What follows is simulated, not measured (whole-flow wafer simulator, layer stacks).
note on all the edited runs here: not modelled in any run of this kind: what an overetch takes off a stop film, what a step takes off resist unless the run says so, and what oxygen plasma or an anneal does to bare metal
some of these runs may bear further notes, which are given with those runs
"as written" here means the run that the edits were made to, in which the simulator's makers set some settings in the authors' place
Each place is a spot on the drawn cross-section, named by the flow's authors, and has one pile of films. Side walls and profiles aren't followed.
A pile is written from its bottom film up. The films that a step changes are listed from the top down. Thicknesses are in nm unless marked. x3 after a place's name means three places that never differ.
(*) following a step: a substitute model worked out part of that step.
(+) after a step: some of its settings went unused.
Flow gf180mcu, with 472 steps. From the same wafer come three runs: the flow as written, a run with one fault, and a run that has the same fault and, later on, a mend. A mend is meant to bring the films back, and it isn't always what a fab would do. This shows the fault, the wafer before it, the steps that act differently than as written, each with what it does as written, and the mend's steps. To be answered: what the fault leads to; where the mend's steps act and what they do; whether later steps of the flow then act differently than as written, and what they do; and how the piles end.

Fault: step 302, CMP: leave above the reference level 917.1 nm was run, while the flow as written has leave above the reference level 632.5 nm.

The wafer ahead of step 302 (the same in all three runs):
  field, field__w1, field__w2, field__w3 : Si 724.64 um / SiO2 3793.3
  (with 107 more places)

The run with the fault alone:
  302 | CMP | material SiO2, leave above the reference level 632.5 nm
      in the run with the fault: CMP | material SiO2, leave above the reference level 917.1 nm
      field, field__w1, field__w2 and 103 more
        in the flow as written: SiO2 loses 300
        in the run with the fault: SiO2 loses 15.4
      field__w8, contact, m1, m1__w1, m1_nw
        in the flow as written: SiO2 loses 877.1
        in the run with the fault: SiO2 loses 592.5
  Steps later in the flow that act otherwise than as written:
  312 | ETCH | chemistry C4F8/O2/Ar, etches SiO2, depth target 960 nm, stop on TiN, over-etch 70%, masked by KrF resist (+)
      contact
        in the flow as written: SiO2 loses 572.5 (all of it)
        in the run with the fault: SiO2 loses 857.1 (all of it)
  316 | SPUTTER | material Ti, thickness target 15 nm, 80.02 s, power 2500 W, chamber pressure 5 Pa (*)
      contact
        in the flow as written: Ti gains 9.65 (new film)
        in the run with the fault: Ti gains 8.19 (new film)
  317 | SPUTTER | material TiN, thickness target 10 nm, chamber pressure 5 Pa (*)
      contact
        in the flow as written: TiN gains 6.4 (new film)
        in the run with the fault: TiN gains 5.42 (new film)
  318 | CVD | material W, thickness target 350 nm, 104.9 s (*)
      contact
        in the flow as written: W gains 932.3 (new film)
        in the run with the fault: W gains 1219.3 (new film)
  The piles end different from the flow's at field, field__w1, field__w2 and 109 more by more than 2% or 0.5 nm, whichever is larger.
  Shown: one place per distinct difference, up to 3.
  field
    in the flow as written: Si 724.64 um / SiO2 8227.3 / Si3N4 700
    in the run with the fault: Si 724.64 um / SiO2 8511.9 / Si3N4 700
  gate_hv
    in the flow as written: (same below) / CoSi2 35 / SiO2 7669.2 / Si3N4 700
    in the run with the fault: (same below) / CoSi2 35 / SiO2 7953.8 / Si3N4 700
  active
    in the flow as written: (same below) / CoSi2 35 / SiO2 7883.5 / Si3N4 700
    in the run with the fault: (same below) / CoSi2 35 / SiO2 8168.1 / Si3N4 700

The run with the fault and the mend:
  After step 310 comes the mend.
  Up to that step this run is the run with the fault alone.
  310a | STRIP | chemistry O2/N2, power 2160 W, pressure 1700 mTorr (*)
      field, field__w1, field__w2 and 107 more
        KrF resist loses 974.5 (all of it), anti-reflective coat loses 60 (all of it)
      contact
        anti-reflective coat loses 60 (all of it)
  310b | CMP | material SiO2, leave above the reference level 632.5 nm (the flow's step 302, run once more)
      field, field__w1, field__w2 and 108 more
        SiO2 loses 284.6
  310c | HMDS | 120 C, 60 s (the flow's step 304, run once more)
      does not change any film at any place that is followed
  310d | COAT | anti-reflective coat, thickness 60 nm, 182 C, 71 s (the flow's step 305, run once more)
      field, field__w1, field__w2 and 108 more
        anti-reflective coat gains 60 (new film)
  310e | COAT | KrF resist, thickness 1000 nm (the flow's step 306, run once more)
      field, field__w1, field__w2 and 108 more
        KrF resist gains 1000 (new film)
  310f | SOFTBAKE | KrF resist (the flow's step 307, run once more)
      does not change any film at any place that is followed
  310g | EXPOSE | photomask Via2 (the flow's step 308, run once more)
      does not change any film at any place that is followed
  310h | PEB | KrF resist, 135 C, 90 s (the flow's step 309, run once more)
      field, field__w1, field__w2 and 108 more
        KrF resist loses 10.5
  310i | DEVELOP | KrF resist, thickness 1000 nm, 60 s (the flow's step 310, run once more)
      field, field__w1, field__w2 and 107 more
        KrF resist loses 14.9
      contact
        KrF resist loses 989.5 (all of it)
  Every later step of the flow that is run acts as written at every place that is followed.
  The piles end the same as the flow's at every place that both follow.
